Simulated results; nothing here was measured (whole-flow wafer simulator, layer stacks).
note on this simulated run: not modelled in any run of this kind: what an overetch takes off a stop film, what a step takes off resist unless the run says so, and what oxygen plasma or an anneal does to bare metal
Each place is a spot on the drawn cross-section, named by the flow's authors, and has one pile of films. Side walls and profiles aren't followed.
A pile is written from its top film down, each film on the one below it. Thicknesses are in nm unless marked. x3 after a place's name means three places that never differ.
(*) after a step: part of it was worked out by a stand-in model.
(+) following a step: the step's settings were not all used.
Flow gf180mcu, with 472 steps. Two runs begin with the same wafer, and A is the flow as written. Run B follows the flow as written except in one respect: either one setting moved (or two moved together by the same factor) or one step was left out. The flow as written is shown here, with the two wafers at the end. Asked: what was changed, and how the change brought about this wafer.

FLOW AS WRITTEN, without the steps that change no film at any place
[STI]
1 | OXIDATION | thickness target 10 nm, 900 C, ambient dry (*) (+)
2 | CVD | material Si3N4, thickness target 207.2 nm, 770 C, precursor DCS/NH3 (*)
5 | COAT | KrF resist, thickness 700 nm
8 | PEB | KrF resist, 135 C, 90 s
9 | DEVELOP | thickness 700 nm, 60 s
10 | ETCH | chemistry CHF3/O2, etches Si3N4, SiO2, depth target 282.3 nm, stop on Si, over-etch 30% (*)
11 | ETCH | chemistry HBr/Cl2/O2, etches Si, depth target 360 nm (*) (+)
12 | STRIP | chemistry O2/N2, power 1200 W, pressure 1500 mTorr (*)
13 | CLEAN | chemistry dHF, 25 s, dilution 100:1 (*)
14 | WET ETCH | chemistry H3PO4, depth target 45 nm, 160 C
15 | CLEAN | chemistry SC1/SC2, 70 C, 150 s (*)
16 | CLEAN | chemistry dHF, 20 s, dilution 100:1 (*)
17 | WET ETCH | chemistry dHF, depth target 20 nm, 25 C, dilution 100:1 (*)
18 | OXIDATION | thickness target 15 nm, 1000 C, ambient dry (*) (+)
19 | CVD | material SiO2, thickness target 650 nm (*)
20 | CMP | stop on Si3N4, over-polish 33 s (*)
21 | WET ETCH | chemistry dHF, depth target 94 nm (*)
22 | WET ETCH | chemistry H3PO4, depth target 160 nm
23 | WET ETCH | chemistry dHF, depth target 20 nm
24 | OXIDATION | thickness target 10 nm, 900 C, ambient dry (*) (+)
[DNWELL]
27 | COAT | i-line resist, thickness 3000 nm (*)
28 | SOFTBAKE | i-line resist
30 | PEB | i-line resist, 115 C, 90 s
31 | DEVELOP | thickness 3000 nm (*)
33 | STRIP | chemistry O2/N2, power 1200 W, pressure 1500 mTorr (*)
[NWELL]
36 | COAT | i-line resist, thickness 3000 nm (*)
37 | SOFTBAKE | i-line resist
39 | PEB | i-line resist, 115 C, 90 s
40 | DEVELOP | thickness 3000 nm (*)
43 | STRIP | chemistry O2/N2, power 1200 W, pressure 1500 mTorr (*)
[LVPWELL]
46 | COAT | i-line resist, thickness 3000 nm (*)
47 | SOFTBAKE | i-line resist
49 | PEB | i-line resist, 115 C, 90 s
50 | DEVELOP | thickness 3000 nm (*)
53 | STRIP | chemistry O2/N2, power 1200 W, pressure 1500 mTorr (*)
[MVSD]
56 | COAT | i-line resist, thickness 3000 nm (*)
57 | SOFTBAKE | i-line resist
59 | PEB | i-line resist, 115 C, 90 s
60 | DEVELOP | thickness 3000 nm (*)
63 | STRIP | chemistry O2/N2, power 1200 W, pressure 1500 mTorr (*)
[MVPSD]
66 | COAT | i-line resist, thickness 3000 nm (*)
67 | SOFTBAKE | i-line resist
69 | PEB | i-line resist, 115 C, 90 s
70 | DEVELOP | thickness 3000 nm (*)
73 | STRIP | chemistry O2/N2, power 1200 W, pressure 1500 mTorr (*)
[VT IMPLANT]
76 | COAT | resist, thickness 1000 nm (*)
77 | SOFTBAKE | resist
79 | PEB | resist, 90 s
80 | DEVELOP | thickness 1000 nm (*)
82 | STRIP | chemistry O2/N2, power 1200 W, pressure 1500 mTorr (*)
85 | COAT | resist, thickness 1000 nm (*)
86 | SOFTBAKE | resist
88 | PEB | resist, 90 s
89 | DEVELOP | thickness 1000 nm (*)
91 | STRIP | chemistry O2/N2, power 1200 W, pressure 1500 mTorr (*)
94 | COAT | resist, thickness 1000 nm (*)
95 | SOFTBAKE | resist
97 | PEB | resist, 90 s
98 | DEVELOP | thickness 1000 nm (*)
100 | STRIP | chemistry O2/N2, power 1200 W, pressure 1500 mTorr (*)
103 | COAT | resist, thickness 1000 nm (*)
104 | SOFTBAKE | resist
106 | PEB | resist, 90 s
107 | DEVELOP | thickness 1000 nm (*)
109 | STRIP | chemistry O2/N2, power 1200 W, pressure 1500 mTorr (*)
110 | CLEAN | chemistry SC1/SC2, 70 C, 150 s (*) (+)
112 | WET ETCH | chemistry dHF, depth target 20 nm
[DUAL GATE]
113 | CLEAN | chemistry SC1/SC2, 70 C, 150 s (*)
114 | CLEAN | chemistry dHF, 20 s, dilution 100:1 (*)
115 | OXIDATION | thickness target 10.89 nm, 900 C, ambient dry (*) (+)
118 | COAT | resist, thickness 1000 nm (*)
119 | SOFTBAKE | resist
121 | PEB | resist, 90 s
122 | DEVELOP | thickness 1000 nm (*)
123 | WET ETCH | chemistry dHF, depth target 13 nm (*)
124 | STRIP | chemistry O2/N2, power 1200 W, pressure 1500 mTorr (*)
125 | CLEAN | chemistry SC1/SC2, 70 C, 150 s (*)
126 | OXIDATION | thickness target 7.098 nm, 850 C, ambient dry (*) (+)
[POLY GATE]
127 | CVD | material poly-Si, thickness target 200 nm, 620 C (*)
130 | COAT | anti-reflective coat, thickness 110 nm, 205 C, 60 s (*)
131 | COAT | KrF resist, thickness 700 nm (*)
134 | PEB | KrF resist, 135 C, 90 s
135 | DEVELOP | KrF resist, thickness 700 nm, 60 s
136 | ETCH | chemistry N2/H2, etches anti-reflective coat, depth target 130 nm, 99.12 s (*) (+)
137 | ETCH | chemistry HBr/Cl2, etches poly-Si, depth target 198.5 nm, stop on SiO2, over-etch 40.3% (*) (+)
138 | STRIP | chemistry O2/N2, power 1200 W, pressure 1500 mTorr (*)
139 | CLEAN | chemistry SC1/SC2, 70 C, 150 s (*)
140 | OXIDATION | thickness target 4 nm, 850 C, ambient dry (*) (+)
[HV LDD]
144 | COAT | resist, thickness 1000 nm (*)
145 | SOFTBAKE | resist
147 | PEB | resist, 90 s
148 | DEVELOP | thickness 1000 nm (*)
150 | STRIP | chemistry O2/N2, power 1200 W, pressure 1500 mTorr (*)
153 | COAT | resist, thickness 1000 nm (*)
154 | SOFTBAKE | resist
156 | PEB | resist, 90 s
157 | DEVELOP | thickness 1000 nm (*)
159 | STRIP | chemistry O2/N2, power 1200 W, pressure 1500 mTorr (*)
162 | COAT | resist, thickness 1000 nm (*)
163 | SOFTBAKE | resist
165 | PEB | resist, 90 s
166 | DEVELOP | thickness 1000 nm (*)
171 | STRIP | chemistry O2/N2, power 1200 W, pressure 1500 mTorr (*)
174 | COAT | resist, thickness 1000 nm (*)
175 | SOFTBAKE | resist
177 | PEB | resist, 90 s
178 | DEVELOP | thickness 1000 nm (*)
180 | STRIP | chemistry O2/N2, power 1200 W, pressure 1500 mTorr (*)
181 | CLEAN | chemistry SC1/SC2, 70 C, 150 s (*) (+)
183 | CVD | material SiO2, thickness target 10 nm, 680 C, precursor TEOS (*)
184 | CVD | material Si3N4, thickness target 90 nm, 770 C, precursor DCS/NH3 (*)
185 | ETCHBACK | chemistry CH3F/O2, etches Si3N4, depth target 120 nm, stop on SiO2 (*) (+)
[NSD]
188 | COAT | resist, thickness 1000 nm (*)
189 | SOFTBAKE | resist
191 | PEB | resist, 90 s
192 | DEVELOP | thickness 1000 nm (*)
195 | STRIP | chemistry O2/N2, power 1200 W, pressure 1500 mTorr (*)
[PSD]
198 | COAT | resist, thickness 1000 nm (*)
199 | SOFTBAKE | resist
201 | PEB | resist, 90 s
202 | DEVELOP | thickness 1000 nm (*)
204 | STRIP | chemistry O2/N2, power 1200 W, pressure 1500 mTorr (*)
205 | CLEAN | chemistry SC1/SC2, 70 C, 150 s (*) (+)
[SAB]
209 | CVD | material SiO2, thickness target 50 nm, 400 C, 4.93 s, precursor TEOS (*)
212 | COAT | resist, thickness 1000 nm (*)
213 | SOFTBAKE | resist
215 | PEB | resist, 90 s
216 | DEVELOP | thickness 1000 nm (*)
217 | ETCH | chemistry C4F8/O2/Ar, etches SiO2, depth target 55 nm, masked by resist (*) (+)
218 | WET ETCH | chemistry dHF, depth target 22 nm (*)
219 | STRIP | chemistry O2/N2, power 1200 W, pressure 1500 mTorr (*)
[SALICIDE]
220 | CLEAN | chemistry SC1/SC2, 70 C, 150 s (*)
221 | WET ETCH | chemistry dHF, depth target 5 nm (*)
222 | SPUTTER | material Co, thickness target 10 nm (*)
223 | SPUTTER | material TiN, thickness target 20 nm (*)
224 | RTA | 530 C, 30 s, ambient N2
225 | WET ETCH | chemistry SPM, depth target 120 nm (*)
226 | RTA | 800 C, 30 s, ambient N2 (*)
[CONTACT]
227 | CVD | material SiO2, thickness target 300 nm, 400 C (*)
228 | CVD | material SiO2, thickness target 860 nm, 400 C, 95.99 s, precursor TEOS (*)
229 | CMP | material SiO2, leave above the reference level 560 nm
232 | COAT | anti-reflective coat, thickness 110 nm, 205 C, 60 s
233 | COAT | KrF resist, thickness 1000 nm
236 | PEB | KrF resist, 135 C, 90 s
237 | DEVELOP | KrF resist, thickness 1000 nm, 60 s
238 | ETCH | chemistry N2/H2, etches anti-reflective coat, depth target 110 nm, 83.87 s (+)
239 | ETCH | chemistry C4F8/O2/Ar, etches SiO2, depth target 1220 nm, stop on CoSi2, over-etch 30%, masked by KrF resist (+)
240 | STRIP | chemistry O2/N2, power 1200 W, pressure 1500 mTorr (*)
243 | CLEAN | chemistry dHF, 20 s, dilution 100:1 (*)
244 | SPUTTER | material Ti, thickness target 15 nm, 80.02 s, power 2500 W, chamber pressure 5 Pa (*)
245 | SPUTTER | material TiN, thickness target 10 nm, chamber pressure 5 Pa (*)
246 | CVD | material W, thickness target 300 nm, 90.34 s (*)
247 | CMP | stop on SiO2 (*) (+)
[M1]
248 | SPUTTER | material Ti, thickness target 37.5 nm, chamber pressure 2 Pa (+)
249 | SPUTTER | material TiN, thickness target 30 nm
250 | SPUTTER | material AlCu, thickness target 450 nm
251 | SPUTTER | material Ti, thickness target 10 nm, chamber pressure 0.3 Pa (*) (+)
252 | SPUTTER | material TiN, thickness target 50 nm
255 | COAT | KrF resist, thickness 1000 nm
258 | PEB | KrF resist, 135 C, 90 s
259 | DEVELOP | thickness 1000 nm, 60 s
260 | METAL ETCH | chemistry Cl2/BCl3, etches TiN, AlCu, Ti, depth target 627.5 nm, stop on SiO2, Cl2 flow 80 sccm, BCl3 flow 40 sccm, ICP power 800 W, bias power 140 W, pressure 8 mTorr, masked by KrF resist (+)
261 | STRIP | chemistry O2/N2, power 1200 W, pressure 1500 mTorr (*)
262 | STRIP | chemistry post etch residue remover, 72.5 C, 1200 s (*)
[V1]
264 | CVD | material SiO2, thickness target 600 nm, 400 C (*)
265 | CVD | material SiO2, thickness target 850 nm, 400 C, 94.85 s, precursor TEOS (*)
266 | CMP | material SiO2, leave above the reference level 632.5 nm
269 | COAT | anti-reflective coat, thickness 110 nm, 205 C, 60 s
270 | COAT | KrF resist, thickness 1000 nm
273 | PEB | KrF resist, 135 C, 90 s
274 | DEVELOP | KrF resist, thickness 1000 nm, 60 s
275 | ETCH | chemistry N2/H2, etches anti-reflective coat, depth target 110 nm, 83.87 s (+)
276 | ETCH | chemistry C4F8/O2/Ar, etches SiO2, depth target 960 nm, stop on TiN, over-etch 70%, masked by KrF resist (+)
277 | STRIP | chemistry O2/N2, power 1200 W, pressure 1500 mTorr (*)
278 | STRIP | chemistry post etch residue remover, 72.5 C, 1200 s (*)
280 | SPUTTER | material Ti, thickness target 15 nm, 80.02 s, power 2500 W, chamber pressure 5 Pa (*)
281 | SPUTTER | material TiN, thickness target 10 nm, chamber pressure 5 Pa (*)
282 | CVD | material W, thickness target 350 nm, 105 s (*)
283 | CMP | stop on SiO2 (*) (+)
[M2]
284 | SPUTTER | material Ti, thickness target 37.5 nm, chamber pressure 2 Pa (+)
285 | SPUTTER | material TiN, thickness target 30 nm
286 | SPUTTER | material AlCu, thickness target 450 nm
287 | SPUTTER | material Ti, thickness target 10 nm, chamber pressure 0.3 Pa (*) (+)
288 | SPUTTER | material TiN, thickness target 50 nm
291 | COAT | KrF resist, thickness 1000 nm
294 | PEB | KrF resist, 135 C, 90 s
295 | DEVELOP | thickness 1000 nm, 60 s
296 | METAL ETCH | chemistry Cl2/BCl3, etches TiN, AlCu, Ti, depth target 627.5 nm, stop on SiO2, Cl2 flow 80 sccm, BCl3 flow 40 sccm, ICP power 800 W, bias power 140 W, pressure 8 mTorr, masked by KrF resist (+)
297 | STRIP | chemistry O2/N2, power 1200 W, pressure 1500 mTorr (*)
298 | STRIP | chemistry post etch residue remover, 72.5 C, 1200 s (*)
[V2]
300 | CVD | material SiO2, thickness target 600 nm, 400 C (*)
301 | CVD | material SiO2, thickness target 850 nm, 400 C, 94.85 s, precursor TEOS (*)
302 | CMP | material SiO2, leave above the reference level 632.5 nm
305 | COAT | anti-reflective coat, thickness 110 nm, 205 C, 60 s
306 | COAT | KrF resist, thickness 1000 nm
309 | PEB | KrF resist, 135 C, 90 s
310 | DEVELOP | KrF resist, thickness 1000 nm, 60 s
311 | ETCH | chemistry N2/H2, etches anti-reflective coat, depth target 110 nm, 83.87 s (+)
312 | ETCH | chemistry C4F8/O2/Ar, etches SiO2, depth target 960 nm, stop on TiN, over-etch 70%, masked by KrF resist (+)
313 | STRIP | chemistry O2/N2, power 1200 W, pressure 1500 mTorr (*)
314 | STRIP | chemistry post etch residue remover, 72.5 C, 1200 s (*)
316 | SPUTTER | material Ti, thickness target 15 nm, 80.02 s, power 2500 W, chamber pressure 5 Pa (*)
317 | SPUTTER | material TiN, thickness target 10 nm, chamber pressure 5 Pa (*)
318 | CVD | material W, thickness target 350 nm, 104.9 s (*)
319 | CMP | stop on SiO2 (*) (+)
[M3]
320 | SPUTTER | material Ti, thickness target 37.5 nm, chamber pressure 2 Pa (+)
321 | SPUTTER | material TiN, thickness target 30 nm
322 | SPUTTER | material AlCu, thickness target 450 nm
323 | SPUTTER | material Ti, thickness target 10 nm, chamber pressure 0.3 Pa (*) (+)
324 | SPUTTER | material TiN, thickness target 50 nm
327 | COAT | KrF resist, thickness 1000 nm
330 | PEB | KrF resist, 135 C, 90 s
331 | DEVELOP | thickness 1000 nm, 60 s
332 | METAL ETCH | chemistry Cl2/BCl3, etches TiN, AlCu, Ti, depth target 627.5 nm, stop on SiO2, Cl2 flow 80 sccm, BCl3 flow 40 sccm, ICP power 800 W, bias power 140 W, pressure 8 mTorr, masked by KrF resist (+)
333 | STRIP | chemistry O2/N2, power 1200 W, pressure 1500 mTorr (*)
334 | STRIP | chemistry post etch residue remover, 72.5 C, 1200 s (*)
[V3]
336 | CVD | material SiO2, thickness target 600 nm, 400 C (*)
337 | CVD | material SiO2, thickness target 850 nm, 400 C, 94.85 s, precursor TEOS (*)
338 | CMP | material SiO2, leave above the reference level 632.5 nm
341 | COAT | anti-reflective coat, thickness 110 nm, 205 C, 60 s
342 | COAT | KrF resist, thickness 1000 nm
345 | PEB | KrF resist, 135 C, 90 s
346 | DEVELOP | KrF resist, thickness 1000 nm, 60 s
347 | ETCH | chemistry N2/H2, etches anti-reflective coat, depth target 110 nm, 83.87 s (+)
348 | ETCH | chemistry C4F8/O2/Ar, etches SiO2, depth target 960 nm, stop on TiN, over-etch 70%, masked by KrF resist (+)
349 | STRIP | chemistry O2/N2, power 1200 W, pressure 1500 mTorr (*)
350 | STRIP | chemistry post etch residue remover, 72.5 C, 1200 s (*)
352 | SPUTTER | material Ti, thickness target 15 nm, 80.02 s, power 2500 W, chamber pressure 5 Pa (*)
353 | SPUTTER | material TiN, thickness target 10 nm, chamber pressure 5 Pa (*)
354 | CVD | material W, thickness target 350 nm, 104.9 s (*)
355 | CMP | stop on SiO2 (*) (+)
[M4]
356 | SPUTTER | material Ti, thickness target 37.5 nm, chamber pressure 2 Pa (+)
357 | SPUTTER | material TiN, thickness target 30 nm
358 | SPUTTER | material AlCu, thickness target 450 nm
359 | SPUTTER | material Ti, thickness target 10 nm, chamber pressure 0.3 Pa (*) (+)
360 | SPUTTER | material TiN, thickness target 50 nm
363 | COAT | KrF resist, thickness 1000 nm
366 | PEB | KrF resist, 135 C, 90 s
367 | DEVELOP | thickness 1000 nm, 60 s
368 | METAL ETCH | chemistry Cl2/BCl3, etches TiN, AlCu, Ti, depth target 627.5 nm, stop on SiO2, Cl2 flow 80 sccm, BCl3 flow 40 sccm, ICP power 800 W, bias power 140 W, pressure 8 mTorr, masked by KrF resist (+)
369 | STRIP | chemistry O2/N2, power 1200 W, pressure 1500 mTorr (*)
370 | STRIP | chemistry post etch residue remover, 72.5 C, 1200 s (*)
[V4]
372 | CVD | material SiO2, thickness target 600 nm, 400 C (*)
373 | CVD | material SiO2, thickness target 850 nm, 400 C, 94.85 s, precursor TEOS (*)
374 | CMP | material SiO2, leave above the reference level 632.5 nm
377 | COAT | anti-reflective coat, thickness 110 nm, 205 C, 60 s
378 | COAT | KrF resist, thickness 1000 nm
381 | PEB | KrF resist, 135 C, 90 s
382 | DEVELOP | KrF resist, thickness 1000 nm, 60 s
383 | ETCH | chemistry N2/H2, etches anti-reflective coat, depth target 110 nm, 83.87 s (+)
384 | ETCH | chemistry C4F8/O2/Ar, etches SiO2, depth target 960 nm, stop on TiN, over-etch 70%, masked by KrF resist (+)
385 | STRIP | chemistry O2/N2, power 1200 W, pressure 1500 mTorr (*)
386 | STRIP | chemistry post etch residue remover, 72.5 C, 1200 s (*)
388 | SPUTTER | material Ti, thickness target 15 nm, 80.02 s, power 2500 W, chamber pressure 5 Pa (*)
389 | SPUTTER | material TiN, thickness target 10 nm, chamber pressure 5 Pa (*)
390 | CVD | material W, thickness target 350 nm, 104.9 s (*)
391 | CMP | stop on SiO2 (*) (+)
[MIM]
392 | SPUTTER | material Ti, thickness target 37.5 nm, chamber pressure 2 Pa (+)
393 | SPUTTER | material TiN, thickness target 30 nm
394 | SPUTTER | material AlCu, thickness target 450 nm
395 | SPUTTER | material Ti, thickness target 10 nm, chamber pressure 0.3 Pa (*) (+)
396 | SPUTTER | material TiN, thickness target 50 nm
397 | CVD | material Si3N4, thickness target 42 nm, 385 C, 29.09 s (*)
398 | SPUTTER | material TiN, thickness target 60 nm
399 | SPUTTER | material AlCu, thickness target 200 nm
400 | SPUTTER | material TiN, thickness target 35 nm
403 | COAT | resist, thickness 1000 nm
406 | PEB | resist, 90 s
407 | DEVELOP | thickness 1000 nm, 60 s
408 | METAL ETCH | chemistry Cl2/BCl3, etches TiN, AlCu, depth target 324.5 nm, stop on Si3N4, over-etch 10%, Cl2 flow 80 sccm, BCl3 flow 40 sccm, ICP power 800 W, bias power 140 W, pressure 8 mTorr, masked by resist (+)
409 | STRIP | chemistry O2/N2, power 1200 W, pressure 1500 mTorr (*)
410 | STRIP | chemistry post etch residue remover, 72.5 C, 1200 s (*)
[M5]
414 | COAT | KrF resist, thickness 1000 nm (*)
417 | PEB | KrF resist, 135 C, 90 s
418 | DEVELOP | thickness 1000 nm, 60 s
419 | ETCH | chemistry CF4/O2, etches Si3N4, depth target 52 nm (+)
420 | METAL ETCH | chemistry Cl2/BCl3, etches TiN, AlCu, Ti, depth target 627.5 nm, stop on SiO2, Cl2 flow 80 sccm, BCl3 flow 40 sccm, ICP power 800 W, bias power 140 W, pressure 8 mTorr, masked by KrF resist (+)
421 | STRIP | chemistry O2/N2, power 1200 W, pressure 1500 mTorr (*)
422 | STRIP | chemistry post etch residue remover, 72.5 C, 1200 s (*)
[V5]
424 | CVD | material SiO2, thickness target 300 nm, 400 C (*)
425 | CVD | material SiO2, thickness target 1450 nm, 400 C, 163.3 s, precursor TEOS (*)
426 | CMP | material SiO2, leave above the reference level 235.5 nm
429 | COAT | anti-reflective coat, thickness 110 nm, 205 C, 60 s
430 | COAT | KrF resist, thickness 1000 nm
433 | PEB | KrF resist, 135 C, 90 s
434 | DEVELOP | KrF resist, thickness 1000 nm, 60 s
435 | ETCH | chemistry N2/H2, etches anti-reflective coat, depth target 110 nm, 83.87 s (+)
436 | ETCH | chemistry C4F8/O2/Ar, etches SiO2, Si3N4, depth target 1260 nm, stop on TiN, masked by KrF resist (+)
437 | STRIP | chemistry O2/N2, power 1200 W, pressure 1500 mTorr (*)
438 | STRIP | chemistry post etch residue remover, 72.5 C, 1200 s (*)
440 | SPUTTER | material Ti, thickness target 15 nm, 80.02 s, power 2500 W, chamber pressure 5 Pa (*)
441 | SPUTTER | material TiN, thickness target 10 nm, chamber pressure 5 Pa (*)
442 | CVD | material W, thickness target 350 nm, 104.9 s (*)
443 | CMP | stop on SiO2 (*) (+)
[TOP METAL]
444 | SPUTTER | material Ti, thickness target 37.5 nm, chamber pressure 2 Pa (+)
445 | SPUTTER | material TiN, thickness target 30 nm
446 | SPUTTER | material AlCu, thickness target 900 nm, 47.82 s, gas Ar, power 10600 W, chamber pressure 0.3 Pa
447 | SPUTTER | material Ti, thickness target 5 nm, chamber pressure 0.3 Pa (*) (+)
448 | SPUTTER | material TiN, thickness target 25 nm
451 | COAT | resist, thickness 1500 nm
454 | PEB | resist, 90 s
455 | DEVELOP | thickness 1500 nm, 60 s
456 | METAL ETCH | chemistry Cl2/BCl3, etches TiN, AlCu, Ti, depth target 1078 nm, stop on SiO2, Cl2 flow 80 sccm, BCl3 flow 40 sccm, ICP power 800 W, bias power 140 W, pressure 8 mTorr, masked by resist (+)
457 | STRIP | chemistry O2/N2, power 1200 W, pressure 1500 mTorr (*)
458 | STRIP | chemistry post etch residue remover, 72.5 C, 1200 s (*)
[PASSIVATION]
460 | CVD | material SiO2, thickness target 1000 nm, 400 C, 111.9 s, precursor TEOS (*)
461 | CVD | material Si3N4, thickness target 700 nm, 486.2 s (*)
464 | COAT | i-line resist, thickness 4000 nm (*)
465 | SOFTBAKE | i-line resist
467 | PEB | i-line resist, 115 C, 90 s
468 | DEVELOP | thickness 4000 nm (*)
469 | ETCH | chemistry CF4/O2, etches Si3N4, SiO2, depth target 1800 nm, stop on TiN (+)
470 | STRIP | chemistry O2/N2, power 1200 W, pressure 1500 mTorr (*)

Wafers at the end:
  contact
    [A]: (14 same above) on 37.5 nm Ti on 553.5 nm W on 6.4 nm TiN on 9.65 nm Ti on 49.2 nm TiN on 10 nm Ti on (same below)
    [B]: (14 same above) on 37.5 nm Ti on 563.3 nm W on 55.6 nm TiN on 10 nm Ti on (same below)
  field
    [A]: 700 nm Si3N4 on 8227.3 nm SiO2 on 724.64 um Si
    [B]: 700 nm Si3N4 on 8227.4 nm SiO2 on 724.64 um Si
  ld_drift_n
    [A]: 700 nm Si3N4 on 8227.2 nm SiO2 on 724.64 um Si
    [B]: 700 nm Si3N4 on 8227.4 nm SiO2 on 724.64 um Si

The reason: step 388, SPUTTER: material Ti, thickness target 15 nm, 80.02 s, power 2500 W, chamber pressure 5 Pa (*), was not run.

How this came from the change, step by step:
  389 | SPUTTER | material TiN, thickness target 10 nm, chamber pressure 5 Pa (*)
      contact: A +6.4 TiN (new film) | B +6.44 TiN
  391 | CMP | stop on SiO2 (*) (+)
      field, field__w1, field__w2 and 107 more: A -350 W (all of it), -10 TiN (all of it), -15 Ti (all of it), -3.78 SiO2 | B -350 W (all of it), -10 TiN (all of it), -3.63 SiO2
      contact: A -378.8 W | B -363.6 W
